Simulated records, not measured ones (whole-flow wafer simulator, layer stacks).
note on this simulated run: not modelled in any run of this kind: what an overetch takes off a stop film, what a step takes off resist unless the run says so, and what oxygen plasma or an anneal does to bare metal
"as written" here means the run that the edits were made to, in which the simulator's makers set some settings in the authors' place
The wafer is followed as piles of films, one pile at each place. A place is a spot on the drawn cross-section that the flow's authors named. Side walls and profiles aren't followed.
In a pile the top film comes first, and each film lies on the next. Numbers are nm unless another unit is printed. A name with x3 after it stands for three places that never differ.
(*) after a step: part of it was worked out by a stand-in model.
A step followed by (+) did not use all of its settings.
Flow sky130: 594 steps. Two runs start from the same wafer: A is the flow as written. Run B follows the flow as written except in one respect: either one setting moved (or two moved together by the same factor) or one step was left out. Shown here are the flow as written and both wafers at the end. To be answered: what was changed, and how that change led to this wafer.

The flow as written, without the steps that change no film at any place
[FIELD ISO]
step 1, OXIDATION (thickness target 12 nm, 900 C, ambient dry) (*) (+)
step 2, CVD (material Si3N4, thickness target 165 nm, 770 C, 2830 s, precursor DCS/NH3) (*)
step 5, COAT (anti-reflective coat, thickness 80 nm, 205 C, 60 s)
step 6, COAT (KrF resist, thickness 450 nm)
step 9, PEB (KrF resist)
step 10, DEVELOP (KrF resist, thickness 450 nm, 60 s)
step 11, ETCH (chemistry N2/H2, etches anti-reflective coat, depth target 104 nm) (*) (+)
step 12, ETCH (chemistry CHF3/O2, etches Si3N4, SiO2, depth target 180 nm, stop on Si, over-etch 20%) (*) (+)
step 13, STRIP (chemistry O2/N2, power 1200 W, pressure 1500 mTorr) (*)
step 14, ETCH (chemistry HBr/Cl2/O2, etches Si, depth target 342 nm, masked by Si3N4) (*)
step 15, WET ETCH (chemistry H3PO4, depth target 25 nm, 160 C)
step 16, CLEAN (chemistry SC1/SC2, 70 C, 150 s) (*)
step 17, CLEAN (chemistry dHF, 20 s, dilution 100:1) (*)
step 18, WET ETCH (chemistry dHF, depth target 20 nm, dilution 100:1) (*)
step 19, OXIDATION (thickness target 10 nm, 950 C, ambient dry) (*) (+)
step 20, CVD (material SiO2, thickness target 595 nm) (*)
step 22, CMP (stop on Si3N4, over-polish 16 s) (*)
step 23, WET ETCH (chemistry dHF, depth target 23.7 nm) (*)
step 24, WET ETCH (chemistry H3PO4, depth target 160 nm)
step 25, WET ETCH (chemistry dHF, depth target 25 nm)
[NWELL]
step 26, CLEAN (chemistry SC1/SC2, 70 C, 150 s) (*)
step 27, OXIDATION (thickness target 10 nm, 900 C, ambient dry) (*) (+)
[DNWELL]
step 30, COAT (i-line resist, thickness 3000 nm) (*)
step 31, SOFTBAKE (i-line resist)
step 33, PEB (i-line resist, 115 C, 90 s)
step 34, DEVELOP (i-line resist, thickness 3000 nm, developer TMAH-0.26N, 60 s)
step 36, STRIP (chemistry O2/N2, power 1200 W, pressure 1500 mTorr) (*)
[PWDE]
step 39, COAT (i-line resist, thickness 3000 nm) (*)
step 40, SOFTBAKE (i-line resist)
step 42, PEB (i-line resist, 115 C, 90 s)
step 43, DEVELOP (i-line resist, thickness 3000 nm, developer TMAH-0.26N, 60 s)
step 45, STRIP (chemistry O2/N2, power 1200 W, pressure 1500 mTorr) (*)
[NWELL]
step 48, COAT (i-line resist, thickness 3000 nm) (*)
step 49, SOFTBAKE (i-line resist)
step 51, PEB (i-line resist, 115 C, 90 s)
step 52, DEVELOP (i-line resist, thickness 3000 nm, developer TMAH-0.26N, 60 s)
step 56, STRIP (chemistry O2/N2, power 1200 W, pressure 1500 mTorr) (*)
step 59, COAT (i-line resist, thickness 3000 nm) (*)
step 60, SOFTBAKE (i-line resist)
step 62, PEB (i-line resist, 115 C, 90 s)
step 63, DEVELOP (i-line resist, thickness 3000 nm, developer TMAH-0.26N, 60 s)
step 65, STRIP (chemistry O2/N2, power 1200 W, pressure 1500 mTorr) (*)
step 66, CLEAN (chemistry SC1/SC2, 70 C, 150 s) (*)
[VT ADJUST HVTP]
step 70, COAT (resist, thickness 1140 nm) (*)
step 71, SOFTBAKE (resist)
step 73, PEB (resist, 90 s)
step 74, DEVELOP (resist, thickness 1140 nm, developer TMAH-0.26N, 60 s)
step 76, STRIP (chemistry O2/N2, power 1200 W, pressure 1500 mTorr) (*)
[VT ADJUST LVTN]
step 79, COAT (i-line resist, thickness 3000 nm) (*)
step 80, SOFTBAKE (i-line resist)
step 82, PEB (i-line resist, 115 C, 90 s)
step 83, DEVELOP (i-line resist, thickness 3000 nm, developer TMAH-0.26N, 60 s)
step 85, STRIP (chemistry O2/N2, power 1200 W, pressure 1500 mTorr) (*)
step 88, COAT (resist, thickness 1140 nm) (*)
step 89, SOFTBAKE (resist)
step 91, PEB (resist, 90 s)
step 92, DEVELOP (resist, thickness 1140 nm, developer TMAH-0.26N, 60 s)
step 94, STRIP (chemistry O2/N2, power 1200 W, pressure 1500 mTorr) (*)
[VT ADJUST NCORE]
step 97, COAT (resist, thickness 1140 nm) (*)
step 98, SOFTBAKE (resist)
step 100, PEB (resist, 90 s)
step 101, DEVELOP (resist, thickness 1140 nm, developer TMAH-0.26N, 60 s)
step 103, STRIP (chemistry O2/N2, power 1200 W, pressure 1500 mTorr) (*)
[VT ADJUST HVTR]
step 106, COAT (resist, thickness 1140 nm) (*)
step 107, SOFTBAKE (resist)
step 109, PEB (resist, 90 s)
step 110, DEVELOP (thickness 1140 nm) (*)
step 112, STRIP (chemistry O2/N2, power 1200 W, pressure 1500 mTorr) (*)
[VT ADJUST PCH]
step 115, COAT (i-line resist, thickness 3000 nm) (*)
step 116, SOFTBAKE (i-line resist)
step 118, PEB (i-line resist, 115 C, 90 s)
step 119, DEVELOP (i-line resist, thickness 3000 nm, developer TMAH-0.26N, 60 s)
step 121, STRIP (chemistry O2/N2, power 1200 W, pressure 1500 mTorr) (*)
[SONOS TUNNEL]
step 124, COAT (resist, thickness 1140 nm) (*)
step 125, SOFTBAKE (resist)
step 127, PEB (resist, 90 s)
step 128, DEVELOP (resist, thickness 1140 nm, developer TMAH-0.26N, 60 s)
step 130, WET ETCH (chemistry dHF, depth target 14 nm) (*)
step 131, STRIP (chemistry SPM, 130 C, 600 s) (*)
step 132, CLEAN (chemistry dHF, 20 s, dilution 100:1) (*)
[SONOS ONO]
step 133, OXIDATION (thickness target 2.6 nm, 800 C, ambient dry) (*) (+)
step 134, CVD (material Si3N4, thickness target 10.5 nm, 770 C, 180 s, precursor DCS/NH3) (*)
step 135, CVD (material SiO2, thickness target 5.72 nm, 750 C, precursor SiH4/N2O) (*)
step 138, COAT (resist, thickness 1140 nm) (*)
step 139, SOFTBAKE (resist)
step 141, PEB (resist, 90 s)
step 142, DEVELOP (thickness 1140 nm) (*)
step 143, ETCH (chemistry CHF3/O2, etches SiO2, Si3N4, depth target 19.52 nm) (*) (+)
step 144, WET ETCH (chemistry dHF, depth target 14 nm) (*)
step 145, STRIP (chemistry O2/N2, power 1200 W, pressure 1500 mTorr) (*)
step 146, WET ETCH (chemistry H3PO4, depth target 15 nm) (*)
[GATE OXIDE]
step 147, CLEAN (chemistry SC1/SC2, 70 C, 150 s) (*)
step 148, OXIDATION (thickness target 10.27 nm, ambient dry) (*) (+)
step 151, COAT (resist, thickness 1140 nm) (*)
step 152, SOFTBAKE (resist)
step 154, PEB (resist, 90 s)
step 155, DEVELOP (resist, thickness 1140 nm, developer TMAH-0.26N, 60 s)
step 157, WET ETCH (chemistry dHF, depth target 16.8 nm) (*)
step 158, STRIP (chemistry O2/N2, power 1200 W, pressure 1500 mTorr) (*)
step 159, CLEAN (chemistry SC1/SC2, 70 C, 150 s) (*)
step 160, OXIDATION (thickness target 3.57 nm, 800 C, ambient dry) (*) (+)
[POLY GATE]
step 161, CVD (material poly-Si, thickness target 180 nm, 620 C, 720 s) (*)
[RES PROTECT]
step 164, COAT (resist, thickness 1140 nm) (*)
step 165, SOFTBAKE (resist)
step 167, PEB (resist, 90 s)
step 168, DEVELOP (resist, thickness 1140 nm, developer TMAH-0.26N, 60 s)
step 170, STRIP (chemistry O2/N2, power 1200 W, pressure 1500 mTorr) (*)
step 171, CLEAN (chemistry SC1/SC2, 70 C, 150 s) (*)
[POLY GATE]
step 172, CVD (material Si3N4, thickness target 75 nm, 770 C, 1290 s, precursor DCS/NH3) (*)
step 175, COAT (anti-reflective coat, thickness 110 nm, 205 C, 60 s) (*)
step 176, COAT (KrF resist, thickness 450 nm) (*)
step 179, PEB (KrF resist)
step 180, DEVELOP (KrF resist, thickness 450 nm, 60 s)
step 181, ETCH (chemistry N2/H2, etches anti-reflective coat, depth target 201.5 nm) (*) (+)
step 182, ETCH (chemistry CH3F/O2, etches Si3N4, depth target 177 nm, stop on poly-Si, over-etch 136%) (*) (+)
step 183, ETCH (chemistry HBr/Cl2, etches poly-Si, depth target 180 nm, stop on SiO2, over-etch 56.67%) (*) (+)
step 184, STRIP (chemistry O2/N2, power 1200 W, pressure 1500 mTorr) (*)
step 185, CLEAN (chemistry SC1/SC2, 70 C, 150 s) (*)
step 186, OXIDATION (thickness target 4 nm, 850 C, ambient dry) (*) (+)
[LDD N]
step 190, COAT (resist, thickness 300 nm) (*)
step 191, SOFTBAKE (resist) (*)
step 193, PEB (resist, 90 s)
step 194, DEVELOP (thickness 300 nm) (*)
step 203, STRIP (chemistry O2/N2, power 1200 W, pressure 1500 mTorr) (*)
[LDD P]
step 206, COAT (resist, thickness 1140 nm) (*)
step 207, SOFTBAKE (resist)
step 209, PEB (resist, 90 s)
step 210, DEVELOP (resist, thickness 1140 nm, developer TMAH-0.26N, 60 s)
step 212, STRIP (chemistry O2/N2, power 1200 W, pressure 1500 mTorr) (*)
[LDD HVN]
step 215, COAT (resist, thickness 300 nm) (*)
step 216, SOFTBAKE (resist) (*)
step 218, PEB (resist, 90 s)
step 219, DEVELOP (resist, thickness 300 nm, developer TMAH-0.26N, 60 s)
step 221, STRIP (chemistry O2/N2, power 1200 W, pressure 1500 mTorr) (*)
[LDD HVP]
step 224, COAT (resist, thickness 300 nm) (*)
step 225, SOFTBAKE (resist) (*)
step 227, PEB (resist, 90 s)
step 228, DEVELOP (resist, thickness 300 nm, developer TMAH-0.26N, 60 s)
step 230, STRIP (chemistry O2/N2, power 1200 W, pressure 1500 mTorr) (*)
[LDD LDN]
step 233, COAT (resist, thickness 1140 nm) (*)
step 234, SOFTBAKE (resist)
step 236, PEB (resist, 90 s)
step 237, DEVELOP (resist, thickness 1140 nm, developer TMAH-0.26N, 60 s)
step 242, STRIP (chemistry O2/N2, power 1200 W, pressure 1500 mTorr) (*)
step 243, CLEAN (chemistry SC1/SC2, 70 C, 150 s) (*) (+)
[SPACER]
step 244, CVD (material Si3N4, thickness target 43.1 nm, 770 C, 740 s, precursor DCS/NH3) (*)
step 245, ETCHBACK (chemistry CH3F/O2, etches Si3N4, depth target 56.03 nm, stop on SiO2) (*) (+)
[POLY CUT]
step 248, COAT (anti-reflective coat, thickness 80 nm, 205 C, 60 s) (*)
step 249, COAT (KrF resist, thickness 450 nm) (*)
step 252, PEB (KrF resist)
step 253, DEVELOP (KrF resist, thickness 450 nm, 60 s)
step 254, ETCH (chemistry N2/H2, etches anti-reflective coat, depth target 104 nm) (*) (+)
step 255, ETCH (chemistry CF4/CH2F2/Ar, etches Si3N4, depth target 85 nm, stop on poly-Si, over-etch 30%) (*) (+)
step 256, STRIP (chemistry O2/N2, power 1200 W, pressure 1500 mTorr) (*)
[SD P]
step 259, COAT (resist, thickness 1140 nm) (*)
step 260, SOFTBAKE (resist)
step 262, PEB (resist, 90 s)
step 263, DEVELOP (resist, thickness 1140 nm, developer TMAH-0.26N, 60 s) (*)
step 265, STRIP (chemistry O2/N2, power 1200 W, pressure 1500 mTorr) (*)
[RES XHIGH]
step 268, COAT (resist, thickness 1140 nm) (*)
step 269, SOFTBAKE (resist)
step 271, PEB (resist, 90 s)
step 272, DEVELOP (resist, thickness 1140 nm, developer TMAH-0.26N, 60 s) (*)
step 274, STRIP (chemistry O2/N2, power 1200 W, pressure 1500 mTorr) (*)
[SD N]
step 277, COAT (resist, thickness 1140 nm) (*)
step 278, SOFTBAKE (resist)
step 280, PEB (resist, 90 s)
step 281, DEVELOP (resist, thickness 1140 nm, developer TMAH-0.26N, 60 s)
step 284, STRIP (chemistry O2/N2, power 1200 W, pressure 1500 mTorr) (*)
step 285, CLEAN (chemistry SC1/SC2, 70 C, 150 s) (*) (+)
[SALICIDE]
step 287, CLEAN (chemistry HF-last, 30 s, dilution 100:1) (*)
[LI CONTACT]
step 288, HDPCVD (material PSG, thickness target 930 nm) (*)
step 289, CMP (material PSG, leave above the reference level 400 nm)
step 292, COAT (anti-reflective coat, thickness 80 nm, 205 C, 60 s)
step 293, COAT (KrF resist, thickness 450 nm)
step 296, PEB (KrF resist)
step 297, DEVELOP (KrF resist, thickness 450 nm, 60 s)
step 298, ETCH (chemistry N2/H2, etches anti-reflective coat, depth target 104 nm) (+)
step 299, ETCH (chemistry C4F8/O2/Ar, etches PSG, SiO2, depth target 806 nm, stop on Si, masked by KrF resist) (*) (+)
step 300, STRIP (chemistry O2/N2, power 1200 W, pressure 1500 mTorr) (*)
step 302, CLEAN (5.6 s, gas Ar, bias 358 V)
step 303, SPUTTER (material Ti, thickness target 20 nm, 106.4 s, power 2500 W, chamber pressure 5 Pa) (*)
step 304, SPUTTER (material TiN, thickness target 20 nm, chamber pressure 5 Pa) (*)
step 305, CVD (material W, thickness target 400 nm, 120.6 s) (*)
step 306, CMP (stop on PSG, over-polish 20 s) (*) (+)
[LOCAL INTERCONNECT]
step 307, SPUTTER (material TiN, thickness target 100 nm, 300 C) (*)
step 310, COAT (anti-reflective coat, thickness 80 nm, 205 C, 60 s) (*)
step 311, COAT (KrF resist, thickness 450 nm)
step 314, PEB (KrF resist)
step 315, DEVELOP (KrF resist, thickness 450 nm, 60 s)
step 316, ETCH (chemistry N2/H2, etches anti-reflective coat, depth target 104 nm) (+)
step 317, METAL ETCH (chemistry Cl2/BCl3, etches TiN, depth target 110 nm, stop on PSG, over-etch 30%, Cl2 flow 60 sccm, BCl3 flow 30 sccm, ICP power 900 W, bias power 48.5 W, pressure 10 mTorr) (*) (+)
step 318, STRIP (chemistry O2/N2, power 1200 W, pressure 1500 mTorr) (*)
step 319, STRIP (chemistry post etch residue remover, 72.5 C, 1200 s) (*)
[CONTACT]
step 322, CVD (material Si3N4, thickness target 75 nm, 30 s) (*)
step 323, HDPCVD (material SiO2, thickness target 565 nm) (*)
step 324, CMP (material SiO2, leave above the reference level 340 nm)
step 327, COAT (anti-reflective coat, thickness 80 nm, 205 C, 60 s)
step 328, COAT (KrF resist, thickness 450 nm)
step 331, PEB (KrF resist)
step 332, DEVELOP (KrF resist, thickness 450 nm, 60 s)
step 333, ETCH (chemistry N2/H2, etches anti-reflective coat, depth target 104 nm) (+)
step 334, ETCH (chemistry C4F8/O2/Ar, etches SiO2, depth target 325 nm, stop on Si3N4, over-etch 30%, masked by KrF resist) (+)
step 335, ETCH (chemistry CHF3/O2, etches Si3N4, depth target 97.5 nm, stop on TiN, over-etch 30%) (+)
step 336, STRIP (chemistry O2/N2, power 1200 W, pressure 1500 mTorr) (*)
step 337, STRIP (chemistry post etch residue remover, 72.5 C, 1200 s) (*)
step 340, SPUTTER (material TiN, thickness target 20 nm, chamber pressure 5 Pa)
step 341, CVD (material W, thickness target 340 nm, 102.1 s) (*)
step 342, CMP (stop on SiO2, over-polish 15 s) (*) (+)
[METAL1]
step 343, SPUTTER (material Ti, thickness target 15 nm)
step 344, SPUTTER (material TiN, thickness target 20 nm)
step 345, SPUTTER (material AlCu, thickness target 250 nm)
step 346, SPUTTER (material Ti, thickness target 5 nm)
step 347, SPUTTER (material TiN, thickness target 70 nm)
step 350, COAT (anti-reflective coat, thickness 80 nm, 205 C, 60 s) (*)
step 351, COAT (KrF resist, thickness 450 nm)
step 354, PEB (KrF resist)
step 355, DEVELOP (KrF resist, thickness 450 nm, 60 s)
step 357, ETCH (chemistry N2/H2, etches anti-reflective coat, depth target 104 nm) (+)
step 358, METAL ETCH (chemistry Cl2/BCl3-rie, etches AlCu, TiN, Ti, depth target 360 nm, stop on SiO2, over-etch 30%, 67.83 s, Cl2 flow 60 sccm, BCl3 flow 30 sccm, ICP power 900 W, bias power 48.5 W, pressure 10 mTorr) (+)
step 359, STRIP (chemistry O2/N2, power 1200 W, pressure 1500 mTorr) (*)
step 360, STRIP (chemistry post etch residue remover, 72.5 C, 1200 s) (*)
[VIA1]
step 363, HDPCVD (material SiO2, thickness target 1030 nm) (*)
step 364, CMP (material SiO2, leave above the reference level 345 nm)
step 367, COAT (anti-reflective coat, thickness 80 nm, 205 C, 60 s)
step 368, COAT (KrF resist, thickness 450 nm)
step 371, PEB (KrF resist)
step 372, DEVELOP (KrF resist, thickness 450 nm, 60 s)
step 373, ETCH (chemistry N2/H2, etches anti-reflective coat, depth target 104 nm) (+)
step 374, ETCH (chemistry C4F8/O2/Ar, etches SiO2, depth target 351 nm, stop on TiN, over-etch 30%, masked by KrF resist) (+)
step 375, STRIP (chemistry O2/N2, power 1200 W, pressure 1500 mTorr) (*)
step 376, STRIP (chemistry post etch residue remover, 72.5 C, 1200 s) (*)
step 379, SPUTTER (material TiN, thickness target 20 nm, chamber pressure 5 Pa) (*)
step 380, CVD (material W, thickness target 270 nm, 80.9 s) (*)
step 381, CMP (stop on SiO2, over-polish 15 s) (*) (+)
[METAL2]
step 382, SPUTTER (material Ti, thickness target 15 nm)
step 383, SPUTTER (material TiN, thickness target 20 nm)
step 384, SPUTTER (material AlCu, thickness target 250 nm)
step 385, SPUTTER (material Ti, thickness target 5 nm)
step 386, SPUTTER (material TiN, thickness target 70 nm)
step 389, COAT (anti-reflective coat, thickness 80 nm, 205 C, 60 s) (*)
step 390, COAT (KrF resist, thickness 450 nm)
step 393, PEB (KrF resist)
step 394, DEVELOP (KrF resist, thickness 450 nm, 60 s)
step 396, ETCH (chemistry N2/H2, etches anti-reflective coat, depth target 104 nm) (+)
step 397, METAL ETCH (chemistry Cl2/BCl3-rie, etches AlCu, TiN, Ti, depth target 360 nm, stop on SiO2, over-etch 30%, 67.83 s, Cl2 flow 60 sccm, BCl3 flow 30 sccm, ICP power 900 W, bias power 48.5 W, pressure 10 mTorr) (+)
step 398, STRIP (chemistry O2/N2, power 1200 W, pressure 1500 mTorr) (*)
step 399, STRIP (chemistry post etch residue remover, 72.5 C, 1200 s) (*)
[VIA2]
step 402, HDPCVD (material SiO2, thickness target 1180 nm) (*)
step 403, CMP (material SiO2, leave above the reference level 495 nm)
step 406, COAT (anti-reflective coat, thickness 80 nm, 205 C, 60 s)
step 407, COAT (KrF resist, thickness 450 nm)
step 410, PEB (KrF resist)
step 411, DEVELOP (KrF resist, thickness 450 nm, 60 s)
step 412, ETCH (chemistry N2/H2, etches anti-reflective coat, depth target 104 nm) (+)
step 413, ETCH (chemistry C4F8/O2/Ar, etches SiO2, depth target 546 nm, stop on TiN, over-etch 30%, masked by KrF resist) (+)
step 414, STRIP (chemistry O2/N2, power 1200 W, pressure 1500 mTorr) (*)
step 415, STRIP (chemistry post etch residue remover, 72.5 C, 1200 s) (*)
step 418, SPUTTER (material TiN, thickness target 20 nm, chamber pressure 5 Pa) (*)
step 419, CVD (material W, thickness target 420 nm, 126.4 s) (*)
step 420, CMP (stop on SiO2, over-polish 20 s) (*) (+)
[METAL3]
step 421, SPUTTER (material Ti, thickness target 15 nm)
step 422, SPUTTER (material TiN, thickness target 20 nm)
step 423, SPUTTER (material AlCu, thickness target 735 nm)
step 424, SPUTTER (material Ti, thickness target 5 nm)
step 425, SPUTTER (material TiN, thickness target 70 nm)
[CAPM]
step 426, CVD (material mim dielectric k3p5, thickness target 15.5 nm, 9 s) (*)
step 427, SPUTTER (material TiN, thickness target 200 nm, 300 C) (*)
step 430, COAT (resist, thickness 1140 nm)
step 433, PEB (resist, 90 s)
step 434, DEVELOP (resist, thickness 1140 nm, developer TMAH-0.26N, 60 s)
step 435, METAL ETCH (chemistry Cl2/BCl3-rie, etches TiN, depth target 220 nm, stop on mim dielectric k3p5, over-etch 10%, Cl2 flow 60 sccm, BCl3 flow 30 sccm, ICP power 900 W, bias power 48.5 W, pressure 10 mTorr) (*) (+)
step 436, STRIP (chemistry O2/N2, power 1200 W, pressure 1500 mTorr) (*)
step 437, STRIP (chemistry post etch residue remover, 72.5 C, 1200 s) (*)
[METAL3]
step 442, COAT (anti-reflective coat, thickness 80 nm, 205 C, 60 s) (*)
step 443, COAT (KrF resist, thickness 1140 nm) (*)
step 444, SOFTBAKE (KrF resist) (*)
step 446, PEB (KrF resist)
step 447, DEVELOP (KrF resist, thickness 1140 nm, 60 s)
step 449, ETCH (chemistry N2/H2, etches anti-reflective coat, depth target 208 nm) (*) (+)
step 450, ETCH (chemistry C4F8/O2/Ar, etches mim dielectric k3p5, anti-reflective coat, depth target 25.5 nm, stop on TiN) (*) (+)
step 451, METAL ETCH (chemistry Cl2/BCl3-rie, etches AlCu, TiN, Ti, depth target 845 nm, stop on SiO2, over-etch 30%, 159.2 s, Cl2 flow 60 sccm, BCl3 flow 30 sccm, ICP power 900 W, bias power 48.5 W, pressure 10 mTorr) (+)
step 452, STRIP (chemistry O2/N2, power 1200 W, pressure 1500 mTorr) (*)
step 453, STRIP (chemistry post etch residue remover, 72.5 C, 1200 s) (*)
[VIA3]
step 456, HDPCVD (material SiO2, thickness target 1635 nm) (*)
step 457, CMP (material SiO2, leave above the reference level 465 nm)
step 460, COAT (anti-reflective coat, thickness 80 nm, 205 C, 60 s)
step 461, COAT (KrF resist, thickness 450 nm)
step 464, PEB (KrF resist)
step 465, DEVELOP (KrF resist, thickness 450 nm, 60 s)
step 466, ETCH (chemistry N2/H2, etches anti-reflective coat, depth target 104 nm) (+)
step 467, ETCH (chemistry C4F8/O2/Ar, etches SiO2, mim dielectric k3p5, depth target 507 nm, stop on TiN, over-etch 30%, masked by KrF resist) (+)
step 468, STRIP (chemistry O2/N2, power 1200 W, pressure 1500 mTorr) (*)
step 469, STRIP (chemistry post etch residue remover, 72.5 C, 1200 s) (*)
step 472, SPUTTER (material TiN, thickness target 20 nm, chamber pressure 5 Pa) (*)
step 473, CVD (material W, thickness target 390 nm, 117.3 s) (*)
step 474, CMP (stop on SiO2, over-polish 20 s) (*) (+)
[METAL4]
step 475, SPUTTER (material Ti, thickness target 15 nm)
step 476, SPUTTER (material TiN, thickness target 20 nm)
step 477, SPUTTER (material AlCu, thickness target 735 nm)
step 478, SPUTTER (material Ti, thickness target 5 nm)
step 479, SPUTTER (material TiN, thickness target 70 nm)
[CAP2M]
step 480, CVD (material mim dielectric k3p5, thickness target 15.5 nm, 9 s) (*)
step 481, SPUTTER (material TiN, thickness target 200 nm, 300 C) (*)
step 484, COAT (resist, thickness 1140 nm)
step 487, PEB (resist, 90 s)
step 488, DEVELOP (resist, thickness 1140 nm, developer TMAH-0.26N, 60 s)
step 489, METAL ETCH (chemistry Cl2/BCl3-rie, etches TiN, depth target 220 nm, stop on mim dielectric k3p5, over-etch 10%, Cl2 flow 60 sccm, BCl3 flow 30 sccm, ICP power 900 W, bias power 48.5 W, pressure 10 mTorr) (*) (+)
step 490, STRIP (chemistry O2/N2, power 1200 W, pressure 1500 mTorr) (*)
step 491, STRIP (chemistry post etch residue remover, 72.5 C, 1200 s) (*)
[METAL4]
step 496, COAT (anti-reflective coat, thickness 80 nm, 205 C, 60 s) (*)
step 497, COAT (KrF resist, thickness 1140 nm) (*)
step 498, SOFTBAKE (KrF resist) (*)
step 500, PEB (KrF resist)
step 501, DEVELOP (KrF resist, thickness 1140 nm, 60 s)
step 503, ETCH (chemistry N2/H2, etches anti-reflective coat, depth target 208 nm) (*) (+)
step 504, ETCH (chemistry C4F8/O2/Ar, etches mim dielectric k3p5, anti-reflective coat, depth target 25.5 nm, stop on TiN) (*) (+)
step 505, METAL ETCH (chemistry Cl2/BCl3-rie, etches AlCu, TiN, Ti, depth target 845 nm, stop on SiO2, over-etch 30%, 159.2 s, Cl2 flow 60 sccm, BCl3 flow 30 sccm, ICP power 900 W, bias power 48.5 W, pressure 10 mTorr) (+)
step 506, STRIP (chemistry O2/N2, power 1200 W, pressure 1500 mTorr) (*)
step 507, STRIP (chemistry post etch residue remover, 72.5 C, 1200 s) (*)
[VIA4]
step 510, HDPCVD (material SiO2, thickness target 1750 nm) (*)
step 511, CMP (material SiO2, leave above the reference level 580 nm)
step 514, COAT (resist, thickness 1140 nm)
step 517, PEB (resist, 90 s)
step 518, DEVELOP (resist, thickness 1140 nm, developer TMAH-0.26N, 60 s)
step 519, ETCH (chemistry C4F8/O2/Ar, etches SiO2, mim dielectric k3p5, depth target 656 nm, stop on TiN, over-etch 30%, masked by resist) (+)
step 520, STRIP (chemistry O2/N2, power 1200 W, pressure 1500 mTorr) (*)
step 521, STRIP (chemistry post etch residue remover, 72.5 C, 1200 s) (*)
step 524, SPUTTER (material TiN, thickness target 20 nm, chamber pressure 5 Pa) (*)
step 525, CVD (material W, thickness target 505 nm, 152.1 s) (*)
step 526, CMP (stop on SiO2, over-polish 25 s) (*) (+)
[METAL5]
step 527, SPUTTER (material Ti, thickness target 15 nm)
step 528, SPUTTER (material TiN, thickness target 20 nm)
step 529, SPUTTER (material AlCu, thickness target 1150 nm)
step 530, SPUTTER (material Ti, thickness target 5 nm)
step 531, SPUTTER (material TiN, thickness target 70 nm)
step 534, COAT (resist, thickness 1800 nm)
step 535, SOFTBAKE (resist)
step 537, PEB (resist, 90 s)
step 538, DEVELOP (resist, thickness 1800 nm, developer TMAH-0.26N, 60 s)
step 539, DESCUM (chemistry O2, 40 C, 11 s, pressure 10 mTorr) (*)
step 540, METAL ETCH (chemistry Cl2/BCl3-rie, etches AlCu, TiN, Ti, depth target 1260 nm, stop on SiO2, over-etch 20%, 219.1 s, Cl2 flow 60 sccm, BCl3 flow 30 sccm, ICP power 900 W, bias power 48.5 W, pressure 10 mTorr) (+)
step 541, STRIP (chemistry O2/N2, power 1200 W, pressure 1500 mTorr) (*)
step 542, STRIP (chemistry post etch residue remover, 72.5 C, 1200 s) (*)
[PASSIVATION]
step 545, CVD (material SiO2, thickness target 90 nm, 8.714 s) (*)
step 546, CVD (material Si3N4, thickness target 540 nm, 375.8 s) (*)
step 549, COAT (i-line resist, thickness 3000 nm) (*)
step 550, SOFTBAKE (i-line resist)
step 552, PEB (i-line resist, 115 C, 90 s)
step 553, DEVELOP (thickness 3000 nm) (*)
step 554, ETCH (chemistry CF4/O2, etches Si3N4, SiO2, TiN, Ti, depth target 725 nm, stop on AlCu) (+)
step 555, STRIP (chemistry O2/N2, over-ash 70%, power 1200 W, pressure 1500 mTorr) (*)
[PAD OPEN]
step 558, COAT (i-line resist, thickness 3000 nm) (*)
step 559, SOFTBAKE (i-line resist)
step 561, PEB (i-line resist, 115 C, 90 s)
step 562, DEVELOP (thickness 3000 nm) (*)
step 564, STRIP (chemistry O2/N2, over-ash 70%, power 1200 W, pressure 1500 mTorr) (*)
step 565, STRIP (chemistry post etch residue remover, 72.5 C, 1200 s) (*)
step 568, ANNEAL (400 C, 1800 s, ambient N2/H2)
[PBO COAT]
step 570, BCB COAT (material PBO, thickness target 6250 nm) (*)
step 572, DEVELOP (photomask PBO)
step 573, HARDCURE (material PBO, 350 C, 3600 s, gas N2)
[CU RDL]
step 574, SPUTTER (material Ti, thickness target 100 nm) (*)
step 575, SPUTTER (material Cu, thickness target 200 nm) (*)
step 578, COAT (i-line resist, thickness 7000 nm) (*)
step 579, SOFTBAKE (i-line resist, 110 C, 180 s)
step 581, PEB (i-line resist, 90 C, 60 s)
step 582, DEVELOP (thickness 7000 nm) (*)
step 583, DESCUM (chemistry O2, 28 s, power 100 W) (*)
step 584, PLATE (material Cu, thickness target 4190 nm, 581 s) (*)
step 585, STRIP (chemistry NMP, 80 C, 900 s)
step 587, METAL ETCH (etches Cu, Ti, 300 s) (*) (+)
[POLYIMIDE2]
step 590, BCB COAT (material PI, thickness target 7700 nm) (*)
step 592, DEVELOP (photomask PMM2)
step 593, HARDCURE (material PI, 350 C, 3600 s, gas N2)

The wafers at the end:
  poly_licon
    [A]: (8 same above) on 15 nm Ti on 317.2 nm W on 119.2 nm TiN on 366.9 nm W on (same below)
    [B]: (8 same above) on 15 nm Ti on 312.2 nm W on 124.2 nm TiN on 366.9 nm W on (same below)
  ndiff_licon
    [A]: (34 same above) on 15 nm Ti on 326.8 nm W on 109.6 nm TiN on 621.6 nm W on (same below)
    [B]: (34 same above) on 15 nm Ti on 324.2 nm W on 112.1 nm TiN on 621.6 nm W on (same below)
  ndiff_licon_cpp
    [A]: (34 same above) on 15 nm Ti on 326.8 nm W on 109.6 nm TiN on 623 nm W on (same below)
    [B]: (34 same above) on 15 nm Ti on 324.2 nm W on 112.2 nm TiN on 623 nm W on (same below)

The reason: step 340, SPUTTER: thickness target 25 nm was run, while the flow as written has thickness target 20 nm.

How this came from the change, step by step:
  step 340, SPUTTER (material TiN, thickness target 20 nm, chamber pressure 5 Pa)
      field, active, n_well and 184 more: A +20 TiN (new film) | B +25 TiN (new film)
      ndiff_licon, ndiff_licon_cpp, rpo_hd_licon: A +10.4 TiN | B +13 TiN
      (as well as at 1 more place)
  step 342, CMP (stop on SiO2, over-polish 15 s) (*) (+)
      field, active, n_well and 184 more: A -340 W (all of it), -20 TiN (all of it), -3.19 SiO2 | B -340 W (all of it), -25 TiN (all of it), -3.19 SiO2
      poly_licon: A -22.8 W | B -27.8 W
